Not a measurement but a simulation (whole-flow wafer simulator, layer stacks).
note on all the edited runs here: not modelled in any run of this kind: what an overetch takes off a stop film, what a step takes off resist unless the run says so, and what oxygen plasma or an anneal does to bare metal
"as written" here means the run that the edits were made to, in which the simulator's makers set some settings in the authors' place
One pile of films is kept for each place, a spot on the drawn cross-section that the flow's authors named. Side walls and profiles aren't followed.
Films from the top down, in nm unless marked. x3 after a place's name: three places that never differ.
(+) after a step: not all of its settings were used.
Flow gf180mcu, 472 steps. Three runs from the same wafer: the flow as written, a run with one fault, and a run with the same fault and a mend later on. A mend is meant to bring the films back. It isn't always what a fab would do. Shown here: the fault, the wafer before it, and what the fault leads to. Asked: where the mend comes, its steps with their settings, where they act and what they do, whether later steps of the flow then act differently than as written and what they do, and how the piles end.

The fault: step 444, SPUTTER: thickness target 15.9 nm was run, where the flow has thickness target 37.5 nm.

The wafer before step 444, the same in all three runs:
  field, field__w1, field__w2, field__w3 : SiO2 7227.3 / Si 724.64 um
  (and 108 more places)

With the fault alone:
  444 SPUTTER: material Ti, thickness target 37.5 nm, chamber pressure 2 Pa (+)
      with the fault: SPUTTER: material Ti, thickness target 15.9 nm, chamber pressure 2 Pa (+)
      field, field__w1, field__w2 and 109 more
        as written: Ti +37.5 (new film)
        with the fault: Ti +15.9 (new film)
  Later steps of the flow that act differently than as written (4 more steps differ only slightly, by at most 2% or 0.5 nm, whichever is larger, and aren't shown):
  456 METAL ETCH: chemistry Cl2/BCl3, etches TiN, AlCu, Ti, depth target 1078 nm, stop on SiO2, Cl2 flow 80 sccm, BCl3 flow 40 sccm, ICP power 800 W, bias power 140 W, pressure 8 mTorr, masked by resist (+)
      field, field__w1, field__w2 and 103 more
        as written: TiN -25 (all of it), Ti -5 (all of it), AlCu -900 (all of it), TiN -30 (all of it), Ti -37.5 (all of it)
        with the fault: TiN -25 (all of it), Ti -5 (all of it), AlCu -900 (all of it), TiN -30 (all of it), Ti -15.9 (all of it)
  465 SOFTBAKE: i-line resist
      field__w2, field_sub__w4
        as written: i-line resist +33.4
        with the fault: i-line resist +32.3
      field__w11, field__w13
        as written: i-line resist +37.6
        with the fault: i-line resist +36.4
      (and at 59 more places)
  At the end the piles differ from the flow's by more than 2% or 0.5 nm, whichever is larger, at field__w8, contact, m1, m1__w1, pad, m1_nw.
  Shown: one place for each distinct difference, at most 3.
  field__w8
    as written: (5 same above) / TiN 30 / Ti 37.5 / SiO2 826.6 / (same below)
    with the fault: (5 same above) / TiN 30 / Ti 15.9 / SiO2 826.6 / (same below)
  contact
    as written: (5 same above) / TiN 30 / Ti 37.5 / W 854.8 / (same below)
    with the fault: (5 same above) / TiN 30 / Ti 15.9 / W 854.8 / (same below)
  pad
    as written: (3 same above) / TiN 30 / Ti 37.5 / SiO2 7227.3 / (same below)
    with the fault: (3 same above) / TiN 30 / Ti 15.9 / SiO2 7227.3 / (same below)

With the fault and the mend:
  The mend comes after step 444.
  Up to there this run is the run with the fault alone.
  444a SPUTTER: material Ti, thickness target 21.6 nm, chamber pressure 2 Pa (+) (the flow's step 444 once more, with other settings)
      field, field__w1, field__w2 and 109 more
        Ti +21.6
  No later step of the flow acts differently than as written at any place that is followed.
  At the end the piles are the same as the flow's at every place that both follow.
